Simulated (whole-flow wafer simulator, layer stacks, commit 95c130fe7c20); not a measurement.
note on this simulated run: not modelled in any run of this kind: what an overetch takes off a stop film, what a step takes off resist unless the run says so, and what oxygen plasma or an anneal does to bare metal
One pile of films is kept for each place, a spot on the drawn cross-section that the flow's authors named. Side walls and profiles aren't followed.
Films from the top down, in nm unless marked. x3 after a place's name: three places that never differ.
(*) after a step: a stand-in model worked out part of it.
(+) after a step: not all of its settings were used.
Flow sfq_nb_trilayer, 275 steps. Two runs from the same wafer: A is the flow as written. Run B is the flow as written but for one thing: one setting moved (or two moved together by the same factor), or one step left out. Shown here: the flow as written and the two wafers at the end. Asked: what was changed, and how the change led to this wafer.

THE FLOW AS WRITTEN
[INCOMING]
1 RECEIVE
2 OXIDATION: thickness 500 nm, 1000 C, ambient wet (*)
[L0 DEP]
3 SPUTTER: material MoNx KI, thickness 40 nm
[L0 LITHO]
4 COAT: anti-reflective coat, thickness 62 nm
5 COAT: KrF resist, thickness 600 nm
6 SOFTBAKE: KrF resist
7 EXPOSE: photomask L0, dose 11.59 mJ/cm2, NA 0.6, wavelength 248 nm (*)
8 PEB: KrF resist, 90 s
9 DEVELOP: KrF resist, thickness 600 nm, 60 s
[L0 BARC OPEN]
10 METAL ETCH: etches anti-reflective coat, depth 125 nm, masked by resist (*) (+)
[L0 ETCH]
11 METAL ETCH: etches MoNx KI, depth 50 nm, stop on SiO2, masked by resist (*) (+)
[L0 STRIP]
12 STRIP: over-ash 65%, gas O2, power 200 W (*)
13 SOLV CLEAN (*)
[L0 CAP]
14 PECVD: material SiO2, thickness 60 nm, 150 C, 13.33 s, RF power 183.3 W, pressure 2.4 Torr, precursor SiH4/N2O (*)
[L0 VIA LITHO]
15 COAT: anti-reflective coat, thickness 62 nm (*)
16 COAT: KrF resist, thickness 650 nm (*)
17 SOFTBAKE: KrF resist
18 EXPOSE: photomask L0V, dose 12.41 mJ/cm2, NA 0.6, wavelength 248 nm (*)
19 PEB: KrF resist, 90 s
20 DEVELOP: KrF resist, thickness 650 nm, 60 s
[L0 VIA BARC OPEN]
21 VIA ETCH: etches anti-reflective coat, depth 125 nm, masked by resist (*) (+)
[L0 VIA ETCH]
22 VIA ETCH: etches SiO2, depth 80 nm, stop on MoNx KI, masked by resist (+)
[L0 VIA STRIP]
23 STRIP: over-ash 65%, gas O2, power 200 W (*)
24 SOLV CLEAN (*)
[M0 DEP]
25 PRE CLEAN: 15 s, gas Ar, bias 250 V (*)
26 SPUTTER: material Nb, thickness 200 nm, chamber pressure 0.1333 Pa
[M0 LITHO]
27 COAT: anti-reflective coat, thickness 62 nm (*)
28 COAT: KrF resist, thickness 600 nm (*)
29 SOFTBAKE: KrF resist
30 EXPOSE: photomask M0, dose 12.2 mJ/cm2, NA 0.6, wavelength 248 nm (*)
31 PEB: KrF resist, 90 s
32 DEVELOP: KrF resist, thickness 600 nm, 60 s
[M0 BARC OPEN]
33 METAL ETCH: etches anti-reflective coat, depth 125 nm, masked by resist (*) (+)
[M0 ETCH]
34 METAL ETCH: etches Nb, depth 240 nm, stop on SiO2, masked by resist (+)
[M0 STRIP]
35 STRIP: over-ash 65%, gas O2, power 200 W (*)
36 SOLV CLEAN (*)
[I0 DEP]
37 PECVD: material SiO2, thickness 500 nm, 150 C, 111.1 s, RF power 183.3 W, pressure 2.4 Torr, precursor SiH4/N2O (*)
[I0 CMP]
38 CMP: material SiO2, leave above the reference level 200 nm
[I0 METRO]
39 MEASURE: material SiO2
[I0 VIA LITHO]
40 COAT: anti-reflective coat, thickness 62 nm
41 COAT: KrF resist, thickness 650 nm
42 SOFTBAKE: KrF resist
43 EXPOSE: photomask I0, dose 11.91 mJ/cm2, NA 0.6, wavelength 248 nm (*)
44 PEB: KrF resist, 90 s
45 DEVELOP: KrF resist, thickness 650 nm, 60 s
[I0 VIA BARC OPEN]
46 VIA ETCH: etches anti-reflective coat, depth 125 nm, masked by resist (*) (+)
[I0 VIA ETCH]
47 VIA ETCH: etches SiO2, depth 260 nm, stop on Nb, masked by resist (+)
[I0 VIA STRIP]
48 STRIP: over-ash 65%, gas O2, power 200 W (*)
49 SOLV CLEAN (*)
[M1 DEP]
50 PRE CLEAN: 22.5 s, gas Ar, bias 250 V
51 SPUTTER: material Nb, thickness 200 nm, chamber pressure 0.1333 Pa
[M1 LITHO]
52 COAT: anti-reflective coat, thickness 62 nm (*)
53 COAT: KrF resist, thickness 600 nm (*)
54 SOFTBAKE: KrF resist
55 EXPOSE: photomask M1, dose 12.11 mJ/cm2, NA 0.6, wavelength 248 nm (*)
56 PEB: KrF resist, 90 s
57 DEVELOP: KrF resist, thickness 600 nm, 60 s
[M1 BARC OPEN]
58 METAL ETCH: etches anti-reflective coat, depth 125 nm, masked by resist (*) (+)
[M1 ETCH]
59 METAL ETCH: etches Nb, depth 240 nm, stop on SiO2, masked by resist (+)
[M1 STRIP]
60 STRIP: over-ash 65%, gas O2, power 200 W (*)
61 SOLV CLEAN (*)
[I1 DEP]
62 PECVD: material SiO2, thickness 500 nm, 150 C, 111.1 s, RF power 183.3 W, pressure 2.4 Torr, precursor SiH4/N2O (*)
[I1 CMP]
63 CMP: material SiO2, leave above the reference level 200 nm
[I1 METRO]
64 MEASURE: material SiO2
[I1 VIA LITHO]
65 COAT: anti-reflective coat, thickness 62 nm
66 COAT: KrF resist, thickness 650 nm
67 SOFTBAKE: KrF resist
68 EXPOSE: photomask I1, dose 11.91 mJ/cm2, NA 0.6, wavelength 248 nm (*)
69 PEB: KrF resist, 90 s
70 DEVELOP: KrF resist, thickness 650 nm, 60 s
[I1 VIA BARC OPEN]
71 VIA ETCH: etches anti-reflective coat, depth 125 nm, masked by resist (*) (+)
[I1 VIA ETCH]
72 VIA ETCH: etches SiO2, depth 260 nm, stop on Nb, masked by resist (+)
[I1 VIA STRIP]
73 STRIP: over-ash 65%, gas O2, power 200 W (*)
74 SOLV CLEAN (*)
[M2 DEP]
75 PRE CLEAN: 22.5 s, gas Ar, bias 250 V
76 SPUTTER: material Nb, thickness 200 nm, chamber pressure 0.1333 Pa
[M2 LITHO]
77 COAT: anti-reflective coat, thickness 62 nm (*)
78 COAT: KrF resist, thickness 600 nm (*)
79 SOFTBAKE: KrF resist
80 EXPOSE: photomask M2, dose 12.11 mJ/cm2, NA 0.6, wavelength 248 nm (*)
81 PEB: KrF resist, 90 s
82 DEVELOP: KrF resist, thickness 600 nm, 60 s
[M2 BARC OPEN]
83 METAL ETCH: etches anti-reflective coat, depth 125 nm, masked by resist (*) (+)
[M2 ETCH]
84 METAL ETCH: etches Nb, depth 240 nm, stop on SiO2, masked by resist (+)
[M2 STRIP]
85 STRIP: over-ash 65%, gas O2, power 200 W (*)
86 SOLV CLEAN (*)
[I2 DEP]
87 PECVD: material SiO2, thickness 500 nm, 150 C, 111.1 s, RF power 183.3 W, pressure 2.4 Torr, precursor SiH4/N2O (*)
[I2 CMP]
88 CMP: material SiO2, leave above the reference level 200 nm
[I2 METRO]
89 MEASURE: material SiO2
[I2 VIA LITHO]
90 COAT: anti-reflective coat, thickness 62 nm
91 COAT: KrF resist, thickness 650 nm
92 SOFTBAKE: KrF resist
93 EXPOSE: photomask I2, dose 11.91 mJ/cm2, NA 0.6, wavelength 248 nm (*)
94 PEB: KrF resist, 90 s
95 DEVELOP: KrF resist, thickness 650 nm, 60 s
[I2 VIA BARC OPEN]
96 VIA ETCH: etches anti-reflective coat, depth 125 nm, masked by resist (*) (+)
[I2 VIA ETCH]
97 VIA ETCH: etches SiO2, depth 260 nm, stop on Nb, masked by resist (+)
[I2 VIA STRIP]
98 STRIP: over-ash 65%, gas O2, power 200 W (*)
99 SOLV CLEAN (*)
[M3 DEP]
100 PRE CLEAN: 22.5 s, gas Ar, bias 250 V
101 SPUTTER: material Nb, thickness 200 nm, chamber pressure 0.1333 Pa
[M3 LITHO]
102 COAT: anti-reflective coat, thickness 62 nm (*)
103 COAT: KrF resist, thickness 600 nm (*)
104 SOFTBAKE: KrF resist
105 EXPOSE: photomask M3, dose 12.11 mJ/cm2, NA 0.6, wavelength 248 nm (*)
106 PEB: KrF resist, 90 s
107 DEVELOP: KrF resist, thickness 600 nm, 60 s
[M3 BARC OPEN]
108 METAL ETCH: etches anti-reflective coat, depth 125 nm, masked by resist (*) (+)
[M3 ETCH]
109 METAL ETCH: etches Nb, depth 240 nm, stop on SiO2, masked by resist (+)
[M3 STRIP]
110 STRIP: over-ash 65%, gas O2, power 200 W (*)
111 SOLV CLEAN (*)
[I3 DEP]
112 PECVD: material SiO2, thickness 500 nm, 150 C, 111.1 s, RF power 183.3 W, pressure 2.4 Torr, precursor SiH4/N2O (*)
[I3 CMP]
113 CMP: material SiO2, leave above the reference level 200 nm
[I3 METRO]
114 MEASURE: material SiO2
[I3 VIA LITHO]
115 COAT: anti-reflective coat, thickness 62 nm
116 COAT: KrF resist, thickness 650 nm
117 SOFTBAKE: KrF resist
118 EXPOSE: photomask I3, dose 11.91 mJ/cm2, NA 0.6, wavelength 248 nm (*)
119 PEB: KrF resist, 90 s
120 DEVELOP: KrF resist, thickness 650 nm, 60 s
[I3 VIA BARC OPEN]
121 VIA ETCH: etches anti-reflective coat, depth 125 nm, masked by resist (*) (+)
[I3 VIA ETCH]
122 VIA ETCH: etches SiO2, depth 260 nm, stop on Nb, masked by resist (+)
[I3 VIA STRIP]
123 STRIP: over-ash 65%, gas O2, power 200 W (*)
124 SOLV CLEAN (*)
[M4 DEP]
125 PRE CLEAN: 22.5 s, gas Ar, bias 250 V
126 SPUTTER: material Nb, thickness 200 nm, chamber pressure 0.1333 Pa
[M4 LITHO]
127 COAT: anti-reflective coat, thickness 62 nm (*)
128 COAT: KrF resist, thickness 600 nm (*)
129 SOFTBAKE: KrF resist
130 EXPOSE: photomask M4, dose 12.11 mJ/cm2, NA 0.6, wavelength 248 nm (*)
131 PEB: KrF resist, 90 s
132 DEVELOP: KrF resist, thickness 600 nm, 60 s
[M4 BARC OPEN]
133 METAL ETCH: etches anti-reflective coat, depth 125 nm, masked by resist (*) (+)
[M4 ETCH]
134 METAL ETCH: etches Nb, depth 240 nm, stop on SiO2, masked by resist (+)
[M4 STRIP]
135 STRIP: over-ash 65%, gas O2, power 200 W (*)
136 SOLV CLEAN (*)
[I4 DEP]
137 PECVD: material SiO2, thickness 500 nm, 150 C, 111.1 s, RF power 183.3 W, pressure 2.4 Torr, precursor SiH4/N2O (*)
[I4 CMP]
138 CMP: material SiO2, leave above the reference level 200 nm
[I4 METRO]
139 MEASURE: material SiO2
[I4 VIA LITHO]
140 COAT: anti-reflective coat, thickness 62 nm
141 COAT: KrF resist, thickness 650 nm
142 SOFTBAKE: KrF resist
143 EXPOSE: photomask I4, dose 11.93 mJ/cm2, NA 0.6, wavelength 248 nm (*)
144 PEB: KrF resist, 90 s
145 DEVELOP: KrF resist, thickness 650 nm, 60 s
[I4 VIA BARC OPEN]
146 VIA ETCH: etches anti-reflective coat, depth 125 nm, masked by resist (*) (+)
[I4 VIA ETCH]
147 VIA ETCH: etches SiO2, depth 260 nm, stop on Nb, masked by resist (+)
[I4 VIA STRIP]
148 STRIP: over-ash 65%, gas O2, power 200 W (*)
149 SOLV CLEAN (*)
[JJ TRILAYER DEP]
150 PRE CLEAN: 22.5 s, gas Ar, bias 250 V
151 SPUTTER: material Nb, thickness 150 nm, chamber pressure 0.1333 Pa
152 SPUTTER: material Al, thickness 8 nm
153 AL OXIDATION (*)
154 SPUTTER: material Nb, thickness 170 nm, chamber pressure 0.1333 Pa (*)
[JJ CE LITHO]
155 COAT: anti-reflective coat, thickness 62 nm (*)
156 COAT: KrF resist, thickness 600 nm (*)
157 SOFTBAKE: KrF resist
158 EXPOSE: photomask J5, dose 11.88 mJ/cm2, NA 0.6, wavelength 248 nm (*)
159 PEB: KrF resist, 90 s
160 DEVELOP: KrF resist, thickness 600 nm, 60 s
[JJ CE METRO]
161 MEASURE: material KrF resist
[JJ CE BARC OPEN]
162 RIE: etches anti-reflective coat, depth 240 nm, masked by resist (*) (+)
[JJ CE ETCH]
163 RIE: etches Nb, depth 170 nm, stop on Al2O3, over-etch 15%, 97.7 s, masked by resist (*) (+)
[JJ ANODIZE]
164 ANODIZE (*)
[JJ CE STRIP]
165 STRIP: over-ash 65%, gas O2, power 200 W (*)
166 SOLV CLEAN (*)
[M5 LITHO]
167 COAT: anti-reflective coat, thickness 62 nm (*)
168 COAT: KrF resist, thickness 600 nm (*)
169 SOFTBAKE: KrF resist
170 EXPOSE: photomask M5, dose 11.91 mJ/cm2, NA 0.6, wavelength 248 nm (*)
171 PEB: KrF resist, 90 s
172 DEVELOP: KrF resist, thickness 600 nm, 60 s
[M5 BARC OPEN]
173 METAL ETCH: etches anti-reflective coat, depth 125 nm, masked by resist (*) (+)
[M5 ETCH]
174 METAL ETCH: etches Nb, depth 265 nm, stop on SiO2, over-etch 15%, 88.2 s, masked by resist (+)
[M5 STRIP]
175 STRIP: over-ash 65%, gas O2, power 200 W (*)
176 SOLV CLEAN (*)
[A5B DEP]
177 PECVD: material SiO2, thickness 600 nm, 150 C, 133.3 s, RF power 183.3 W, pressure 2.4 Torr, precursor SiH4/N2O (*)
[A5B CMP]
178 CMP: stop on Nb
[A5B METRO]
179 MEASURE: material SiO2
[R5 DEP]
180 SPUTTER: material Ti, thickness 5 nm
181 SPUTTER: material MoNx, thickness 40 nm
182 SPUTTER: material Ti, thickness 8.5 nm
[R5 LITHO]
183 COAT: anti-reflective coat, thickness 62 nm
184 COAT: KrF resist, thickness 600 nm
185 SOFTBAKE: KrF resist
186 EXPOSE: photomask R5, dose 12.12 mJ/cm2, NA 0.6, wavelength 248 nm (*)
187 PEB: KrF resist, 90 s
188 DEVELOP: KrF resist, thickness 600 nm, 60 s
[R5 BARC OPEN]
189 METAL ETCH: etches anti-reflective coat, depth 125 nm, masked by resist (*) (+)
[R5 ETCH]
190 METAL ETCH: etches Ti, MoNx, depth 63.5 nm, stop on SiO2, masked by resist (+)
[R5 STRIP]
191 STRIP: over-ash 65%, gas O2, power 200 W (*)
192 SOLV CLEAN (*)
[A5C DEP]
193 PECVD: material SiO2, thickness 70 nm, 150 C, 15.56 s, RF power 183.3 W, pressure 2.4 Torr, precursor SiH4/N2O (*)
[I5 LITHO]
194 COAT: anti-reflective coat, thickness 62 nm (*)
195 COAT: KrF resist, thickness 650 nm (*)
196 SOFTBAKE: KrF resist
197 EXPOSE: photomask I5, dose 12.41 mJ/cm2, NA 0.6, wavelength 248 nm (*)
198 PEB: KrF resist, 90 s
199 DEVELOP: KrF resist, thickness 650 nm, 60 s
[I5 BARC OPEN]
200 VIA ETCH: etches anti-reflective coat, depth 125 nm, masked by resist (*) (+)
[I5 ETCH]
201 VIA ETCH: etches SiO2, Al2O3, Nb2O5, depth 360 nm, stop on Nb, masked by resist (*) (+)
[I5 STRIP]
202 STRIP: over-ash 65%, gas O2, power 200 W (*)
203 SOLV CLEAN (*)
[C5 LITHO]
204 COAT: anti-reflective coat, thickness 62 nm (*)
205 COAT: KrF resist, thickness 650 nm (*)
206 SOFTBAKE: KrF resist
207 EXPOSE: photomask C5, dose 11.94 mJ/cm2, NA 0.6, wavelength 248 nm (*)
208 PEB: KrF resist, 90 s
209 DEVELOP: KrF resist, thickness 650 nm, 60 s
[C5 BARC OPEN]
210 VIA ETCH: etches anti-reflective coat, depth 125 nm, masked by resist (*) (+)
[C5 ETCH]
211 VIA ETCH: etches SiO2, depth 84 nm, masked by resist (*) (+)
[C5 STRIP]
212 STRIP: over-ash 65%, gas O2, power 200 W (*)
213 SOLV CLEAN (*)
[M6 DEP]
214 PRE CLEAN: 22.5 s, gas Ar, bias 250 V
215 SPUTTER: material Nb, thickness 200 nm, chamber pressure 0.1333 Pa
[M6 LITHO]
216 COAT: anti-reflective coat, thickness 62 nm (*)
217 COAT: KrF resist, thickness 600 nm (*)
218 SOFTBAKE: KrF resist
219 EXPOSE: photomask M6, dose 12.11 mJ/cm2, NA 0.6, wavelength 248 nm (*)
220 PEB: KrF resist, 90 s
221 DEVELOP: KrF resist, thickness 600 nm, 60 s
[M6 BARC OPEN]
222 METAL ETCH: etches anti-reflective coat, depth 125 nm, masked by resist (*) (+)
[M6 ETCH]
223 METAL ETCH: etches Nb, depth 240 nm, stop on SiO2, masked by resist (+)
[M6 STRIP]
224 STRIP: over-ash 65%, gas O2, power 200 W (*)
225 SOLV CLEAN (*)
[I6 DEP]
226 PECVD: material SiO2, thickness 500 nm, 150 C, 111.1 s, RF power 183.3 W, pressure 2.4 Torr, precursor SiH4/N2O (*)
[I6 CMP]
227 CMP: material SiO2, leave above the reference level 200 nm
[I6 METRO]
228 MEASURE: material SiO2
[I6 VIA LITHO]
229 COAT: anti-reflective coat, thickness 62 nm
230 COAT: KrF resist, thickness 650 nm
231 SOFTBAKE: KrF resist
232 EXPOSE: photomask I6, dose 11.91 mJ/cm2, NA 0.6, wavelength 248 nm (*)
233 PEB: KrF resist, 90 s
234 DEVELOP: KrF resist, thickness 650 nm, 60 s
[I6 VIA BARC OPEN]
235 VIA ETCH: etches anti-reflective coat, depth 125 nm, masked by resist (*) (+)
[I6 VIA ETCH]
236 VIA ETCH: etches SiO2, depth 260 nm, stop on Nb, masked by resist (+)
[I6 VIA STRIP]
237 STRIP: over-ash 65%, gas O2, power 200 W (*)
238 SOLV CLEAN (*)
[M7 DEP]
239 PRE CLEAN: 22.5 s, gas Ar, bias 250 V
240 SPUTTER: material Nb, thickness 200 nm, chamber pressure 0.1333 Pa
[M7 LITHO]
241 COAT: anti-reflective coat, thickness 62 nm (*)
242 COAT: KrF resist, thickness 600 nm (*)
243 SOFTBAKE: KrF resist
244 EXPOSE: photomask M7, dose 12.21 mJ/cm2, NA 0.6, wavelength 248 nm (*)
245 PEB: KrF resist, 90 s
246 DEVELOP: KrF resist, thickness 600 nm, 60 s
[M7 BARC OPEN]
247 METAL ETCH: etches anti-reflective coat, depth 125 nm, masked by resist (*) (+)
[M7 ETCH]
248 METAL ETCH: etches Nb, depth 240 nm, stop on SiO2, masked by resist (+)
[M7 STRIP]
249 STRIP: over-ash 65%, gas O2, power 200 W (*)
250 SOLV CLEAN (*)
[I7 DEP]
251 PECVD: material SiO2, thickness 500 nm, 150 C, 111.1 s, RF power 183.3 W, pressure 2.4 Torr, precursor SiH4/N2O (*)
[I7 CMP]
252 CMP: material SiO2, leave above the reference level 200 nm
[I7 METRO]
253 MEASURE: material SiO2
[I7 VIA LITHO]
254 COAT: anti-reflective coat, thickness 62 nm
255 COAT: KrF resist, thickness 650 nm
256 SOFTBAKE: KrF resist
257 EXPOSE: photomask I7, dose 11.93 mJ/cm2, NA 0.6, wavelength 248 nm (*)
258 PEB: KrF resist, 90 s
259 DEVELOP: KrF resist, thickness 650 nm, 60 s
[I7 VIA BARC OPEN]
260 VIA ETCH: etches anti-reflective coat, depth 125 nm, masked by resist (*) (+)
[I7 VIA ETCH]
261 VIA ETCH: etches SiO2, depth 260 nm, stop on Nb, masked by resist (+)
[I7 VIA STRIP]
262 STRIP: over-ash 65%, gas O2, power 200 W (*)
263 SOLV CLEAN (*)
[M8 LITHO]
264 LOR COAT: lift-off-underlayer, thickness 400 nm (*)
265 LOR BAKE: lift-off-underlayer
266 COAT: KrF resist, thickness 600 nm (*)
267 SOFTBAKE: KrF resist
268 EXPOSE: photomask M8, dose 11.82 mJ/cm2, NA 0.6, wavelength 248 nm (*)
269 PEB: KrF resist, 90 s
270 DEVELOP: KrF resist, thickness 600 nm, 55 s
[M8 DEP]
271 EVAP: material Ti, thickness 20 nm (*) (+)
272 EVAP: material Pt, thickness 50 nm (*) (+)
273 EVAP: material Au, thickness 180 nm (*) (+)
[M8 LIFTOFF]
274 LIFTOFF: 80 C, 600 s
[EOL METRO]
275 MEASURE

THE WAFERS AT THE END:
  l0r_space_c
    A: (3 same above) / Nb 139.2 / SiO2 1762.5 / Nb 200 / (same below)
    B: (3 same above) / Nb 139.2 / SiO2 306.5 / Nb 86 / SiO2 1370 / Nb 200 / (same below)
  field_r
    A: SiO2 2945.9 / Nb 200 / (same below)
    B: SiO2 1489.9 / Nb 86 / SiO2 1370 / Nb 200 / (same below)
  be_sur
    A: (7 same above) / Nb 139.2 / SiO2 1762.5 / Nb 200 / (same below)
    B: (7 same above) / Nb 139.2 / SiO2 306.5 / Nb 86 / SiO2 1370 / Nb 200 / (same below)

The cause: step 134, METAL ETCH: depth 114 nm was run, where the flow has depth 240 nm.

How the change led to this, step by step:
  134 METAL ETCH: etches Nb, depth 240 nm, stop on SiO2, masked by resist (+)
      field_l, be, be_sur and 64 more: A Nb -200 (all of it) | B Nb -114
      v_sur, via_wl, via_w and 36 more: A KrF resist -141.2 | B KrF resist -67.1
  135 STRIP: over-ash 65%, gas O2, power 200 W (*)
      p4_fl, p4_fm, p4_w1 and 26 more: A KrF resist -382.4 (all of it), anti-reflective coat -62 (all of it) | B KrF resist -456.5 (all of it), anti-reflective coat -62 (all of it)
      ln_m5, lsp_m: A KrF resist -381.9 (all of it), anti-reflective coat -61.8 (all of it) | B KrF resist -456 (all of it), anti-reflective coat -61.8 (all of it)
      (and at 8 more places)
  137 PECVD: material SiO2, thickness 500 nm, 150 C, 111.1 s, RF power 183.3 W, pressure 2.4 Torr, precursor SiH4/N2O (*)
      field_l, be, be_sur and 55 more: A SiO2 +500 | B SiO2 +500 (new film)
      p3_s0, p3_s1, p3_s2, p3_s3, p3_s4, p3_s5: A SiO2 +557.1 | B SiO2 +500 (new film)
      (and at 3 more places)
  138 CMP: material SiO2, leave above the reference level 200 nm
      field_l, be, be_sur and 55 more: A SiO2 -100 | B SiO2 -186
      p3_s0, p3_s1, p3_s2, p3_s3, p3_s4, p3_s5: A SiO2 -157.1 | B SiO2 -186
      (and at 3 more places)
Counting metal films that touch as one body, l0r_space_c has 3 bodies (between them, from the top down: SiO2 306.5; SiO2 1370); the flow as written gives 2 bodies (between them, from the top down: SiO2 1762.5).
Counting metal films that touch as one body, field_r has 2 bodies (between them, from the top down: SiO2 1370); the flow as written gives 1 body.
Counting metal films that touch as one body, be_sur has 5 bodies (between them, from the top down: SiO2 192.5; SiO2 209 / Al2O3 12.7 / Nb2O5 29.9; SiO2 306.5; SiO2 1370); the flow as written gives 4 bodies (between them, from the top down: SiO2 192.5; SiO2 209 / Al2O3 12.7 / Nb2O5 29.9; SiO2 1762.5).
